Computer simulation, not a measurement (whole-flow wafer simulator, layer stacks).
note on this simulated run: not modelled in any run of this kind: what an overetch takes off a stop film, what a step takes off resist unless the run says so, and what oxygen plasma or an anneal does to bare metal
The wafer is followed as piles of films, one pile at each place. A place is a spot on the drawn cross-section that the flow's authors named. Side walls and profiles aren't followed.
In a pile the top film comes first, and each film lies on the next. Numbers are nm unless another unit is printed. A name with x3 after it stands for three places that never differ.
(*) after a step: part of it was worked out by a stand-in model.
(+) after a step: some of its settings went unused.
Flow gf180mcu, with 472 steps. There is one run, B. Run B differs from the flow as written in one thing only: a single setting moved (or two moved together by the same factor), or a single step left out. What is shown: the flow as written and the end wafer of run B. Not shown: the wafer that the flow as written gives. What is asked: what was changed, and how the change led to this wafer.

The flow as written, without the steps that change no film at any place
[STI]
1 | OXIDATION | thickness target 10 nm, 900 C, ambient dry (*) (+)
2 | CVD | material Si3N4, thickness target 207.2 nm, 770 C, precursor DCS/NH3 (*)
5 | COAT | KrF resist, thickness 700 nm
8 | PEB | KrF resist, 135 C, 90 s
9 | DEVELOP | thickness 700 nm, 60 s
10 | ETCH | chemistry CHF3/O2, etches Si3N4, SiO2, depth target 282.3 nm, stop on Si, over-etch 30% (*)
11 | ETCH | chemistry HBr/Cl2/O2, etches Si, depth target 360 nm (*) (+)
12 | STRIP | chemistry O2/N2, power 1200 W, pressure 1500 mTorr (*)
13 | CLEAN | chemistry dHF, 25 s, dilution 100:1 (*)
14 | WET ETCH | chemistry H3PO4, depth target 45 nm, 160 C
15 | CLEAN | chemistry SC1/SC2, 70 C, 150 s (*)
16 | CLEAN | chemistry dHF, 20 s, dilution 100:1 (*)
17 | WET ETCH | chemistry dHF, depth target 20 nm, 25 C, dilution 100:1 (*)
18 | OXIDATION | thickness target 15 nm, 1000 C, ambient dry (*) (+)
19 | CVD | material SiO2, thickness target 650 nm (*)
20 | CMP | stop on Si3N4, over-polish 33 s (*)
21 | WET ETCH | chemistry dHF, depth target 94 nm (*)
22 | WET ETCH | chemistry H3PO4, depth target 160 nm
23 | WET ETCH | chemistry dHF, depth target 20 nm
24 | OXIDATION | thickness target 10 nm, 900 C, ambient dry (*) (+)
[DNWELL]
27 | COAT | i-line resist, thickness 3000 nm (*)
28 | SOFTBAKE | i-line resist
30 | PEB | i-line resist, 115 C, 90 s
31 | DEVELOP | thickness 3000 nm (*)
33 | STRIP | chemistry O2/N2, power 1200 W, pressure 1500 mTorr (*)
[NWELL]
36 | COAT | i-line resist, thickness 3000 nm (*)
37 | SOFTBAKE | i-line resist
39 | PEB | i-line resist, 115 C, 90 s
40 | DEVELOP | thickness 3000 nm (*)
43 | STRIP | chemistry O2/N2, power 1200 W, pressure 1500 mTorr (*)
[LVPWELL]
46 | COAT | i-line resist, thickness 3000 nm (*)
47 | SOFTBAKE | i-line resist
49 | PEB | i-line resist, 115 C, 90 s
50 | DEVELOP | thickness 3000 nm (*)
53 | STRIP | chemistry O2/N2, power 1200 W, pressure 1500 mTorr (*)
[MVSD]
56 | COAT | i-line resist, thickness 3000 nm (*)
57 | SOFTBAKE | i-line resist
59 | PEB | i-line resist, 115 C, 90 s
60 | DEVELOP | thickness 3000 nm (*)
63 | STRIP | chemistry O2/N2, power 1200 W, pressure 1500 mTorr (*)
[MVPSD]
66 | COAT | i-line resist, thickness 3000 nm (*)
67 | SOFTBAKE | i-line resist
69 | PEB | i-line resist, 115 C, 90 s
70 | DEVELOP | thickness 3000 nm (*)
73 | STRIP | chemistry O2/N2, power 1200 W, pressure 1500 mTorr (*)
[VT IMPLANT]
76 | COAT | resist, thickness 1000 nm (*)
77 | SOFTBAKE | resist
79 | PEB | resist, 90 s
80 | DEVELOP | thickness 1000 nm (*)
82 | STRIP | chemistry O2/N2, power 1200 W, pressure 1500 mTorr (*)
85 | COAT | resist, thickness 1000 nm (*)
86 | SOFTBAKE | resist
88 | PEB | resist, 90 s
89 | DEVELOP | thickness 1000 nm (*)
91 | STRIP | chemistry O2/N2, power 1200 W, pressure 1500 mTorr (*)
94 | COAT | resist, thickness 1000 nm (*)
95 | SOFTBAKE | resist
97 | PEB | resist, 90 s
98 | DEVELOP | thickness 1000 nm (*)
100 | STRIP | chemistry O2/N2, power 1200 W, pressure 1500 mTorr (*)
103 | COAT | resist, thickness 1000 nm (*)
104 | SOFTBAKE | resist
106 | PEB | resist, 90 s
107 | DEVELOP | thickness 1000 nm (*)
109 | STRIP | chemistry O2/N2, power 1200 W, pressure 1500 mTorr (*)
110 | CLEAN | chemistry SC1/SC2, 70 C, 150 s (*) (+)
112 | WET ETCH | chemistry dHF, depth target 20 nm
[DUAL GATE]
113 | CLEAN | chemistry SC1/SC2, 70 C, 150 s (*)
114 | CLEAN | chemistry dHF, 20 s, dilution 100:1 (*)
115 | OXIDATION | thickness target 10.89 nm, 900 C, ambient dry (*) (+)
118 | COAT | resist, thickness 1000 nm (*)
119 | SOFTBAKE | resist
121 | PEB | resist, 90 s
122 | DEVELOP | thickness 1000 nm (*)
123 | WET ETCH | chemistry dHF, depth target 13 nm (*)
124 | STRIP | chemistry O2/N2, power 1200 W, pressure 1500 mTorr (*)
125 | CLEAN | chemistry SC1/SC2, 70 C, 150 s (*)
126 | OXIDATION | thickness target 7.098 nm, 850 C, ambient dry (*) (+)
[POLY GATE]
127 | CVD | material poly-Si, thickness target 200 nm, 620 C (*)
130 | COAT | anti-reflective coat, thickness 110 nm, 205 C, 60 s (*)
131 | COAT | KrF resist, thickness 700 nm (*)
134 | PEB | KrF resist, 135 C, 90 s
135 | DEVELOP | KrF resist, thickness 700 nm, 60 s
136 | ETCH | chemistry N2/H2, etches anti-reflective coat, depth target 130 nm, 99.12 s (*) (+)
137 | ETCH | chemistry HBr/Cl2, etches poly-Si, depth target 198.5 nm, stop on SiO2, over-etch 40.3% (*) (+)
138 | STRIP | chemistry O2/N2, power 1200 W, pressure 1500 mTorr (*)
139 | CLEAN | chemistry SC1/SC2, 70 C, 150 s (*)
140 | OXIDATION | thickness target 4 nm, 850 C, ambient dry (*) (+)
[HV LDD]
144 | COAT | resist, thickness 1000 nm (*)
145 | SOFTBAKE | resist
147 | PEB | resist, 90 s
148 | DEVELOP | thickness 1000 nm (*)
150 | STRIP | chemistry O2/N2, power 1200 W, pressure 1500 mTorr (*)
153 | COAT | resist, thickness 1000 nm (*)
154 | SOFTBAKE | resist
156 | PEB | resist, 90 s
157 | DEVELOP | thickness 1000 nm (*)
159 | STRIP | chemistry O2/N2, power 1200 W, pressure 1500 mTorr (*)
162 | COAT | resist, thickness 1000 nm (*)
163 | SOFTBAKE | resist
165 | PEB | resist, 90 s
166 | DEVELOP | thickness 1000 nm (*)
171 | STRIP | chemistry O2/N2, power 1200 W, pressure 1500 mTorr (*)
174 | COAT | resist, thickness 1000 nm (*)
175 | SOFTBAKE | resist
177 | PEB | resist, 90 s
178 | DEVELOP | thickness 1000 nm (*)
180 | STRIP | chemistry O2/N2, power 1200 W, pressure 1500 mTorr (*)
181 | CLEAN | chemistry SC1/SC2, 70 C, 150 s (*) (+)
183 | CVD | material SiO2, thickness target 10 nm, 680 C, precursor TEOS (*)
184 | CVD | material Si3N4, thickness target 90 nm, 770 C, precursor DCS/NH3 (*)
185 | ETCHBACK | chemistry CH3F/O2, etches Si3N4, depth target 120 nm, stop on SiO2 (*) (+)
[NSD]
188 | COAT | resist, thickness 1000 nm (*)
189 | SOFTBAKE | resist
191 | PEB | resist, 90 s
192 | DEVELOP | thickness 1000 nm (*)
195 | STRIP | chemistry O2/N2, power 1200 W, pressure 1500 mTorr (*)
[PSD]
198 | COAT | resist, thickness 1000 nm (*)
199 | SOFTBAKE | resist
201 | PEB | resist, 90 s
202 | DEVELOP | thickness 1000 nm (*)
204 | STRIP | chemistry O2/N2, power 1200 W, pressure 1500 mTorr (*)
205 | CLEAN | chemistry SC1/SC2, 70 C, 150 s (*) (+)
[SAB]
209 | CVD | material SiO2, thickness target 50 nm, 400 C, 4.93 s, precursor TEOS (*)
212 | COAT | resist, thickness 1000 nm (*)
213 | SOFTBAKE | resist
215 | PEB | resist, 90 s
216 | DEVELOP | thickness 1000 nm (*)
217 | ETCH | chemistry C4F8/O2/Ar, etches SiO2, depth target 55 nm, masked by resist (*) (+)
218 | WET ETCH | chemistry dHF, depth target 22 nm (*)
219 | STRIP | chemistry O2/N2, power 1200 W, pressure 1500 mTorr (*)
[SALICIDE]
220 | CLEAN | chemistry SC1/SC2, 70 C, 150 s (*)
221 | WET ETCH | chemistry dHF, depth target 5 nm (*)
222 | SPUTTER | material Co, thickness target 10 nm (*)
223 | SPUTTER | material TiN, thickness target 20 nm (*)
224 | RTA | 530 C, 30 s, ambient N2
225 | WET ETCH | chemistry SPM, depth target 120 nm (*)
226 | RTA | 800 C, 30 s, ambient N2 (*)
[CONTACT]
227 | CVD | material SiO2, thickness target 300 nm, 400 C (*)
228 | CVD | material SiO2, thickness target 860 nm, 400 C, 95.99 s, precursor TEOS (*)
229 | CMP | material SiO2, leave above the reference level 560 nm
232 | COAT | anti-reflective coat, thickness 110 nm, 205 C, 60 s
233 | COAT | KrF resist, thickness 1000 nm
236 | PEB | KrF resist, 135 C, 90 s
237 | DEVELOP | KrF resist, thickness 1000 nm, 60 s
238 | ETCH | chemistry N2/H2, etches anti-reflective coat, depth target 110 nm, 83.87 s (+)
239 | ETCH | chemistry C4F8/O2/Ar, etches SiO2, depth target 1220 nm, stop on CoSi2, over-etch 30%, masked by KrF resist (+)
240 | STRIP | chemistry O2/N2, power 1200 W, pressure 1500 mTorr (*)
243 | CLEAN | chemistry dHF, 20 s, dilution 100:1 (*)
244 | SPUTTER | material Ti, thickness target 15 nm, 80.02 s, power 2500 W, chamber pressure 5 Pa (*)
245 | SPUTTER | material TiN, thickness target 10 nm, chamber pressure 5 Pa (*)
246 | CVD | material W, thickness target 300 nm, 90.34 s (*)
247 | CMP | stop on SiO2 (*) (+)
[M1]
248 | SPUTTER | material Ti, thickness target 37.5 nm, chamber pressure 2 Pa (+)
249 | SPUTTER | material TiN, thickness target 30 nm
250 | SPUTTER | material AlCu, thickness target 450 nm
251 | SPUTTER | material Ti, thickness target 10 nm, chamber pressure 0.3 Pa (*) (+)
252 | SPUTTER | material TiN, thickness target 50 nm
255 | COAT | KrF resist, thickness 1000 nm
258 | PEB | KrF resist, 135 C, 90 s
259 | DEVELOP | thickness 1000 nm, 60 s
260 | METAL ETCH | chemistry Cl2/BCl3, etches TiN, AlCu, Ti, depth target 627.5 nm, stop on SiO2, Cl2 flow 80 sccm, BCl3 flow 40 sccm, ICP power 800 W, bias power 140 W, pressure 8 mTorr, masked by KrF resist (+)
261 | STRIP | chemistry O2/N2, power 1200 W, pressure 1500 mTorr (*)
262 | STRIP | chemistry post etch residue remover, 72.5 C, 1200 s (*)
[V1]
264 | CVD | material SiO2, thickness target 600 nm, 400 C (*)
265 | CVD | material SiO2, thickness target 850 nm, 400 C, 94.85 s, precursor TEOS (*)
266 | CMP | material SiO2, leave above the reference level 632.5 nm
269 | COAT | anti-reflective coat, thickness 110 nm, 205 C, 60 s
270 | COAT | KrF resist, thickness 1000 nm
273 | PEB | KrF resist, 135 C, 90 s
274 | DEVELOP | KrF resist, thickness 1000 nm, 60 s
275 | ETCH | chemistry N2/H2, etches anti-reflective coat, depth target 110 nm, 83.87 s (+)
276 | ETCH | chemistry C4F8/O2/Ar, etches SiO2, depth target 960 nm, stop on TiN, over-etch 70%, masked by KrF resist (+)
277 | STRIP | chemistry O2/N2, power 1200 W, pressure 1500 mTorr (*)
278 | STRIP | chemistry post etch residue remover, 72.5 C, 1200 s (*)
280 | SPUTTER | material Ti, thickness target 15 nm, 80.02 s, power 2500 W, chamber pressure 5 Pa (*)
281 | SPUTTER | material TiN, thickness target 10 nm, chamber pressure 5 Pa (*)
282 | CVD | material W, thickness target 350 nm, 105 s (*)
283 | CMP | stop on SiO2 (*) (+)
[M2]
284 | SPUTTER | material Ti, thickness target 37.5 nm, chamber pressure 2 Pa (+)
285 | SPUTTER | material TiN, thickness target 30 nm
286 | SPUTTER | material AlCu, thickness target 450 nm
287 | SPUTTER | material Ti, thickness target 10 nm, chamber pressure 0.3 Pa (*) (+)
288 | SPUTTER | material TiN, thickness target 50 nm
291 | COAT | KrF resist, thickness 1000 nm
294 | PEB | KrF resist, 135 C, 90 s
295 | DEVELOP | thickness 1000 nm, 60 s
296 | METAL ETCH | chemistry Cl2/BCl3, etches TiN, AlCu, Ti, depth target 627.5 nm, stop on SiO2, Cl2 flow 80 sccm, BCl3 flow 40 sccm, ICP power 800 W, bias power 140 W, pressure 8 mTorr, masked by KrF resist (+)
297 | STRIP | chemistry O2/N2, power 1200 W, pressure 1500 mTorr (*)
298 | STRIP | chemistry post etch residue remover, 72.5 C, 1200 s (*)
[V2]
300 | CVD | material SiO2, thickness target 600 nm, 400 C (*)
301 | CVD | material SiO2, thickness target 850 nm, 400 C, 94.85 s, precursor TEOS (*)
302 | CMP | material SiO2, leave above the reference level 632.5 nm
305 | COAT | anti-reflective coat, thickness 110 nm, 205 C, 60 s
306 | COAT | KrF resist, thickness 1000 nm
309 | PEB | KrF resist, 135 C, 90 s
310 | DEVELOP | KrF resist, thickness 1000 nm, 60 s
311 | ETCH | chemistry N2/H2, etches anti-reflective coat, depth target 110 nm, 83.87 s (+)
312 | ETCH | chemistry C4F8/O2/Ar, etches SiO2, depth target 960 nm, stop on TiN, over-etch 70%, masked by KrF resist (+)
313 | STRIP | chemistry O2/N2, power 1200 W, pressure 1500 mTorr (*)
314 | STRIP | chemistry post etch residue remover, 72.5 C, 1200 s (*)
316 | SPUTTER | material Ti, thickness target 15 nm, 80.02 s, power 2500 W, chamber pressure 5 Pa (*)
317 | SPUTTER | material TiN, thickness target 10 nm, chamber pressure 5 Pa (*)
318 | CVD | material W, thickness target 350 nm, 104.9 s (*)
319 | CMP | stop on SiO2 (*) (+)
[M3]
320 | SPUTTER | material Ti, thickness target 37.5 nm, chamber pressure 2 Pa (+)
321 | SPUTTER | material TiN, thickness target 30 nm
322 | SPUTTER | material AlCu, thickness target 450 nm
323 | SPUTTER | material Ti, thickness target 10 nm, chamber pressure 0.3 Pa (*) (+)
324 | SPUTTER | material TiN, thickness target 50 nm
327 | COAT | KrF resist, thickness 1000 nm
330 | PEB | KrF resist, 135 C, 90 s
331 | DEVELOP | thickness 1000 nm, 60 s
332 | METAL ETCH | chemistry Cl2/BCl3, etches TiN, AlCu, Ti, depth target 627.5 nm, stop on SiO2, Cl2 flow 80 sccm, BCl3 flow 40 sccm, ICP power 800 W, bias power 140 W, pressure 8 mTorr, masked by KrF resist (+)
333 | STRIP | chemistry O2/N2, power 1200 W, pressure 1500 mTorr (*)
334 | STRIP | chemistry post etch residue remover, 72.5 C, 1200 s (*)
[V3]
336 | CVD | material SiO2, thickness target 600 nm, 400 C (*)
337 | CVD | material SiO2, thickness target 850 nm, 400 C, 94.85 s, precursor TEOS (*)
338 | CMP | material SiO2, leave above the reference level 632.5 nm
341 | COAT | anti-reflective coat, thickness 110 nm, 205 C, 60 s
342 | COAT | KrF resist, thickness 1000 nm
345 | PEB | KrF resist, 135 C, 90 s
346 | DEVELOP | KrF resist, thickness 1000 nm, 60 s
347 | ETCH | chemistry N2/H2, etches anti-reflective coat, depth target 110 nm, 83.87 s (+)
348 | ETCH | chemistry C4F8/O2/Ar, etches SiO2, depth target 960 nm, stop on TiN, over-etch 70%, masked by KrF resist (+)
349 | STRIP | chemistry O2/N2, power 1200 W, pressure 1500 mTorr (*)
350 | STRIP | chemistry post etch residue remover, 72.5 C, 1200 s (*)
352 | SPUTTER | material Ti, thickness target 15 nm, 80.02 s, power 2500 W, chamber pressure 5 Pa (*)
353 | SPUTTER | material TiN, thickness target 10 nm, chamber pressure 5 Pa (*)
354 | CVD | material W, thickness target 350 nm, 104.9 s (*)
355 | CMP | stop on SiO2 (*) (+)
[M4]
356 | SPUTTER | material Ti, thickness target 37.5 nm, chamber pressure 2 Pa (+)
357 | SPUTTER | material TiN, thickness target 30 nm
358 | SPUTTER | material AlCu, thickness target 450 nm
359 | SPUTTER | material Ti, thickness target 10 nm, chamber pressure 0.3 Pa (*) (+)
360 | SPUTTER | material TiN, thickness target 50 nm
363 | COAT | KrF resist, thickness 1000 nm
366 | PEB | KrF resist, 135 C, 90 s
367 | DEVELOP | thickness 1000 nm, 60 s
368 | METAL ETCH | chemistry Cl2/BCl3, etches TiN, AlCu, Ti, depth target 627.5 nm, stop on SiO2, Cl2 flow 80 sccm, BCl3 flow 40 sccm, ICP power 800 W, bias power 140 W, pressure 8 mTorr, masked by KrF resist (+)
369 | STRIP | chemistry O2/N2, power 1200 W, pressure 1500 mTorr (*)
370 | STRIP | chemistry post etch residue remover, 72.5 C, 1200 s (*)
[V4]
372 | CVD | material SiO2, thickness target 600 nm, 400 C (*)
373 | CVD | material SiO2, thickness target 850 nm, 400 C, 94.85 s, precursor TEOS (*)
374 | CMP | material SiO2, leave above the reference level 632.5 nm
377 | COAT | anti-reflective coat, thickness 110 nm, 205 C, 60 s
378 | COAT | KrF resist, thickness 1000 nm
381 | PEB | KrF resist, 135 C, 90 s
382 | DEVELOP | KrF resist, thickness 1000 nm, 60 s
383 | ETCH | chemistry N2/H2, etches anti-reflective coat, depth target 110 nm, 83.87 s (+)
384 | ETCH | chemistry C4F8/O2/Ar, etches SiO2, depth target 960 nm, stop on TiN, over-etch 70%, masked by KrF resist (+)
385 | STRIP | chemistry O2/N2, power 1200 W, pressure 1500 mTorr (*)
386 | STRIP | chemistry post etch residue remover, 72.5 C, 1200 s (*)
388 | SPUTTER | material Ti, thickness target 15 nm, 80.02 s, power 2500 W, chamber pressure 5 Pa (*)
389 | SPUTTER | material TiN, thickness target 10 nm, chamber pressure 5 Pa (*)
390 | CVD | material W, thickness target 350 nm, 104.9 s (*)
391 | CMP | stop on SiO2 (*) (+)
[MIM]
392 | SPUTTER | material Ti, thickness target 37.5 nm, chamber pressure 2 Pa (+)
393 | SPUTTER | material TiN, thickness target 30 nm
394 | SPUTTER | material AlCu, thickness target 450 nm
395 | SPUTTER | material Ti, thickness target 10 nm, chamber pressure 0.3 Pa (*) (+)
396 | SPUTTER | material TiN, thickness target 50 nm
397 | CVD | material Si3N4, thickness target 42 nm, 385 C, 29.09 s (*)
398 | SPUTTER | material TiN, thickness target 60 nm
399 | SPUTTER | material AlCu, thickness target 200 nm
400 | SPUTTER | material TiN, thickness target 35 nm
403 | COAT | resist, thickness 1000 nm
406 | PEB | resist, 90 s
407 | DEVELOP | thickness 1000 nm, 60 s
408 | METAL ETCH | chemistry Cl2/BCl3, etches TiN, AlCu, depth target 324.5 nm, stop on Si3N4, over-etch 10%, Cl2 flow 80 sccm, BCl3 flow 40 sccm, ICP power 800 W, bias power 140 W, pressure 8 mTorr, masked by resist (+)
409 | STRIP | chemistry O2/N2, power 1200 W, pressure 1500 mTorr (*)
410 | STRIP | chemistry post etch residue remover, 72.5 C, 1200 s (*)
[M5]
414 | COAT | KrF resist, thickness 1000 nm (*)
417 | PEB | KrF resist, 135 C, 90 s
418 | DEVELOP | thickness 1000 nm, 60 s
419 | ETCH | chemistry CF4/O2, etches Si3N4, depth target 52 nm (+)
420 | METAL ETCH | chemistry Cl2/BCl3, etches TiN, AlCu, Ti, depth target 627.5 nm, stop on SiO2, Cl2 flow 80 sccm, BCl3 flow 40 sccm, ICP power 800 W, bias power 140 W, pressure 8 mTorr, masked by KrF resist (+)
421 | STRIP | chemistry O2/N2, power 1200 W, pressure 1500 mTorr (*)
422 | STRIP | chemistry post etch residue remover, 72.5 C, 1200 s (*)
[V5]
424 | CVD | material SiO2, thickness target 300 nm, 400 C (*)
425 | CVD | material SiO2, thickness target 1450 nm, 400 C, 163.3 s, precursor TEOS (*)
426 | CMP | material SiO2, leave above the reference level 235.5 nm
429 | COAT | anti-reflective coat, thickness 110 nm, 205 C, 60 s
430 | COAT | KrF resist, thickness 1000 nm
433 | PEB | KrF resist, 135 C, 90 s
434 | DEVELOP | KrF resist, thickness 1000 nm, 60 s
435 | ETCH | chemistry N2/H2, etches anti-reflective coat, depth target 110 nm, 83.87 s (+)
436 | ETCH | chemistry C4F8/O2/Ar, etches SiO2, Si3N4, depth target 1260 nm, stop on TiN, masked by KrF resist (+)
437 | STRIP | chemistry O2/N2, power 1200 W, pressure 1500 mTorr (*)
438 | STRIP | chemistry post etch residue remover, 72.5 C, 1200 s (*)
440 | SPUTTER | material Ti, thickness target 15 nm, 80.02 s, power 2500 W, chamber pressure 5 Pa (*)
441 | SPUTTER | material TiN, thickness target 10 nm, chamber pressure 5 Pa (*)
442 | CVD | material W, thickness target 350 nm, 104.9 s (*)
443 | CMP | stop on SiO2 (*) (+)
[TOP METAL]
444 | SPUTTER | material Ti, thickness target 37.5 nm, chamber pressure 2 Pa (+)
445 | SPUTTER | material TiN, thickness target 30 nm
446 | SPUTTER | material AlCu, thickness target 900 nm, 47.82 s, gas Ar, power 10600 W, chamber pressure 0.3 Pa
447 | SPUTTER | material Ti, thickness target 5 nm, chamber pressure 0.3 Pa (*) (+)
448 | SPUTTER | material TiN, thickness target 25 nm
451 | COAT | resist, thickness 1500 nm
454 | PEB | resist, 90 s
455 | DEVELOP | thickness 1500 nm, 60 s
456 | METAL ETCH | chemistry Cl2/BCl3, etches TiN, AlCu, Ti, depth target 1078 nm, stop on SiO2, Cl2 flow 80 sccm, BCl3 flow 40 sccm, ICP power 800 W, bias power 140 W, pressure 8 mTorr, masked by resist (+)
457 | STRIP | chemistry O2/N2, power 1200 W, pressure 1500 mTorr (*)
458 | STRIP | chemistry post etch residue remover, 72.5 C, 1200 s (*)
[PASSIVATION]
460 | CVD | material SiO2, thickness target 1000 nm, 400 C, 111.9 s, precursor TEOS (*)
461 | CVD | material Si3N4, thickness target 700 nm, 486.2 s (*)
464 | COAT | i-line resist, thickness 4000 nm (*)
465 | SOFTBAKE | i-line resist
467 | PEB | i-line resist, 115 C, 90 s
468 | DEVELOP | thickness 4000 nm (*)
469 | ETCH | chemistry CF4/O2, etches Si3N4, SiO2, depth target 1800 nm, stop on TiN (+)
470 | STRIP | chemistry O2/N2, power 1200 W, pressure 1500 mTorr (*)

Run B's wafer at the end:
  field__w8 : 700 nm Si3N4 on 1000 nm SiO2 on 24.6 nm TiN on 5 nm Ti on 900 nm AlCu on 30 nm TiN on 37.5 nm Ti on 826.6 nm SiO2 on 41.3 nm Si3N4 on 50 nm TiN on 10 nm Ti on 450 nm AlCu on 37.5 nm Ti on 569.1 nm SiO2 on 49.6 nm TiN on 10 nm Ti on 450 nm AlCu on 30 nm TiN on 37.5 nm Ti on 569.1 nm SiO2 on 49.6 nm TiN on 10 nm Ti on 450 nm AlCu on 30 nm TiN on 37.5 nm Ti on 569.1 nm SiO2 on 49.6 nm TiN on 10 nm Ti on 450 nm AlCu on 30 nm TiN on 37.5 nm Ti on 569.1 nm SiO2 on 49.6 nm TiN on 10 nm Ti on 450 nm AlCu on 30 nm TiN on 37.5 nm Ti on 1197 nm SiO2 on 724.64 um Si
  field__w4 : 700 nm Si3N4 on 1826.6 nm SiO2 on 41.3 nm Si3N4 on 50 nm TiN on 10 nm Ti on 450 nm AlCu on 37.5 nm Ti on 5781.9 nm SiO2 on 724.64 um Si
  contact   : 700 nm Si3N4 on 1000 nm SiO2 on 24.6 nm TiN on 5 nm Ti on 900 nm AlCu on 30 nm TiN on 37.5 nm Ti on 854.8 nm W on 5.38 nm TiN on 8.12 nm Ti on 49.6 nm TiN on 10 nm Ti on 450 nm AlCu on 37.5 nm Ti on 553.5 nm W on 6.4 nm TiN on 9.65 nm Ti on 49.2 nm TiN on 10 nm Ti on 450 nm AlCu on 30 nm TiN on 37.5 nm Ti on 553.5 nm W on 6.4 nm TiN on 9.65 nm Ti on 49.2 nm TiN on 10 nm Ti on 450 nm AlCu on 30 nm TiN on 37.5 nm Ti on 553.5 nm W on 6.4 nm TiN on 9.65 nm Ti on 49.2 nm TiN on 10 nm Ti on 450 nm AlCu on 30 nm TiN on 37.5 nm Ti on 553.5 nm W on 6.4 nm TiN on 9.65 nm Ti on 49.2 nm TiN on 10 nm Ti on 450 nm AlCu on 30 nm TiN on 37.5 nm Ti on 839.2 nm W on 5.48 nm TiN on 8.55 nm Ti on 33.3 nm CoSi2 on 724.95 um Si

What caused this: step 393, SPUTTER: material TiN, thickness target 30 nm, was skipped.

Step by step, how the change led to this:
  420 | METAL ETCH | chemistry Cl2/BCl3, etches TiN, AlCu, Ti, depth target 627.5 nm, stop on SiO2, Cl2 flow 80 sccm, BCl3 flow 40 sccm, ICP power 800 W, bias power 140 W, pressure 8 mTorr, masked by KrF resist (+)
      field, field__w1, field__w2 and 101 more: -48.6 TiN (all of it), -10 Ti (all of it), -450 AlCu (all of it), -37.5 Ti (all of it) (it would be, as written: -48.6 TiN (all of it), -10 Ti (all of it), -450 AlCu (all of it), -30 TiN (all of it), -37.5 Ti (all of it))
  426 | CMP | material SiO2, leave above the reference level 235.5 nm
      field, field__w1, field__w5 and 92 more: -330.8 SiO2 (it would be, as written: -300.8 SiO2)
      field__w2, field__w3, field__w12 and 6 more: -304 SiO2 (it would be, as written: -272.7 SiO2)
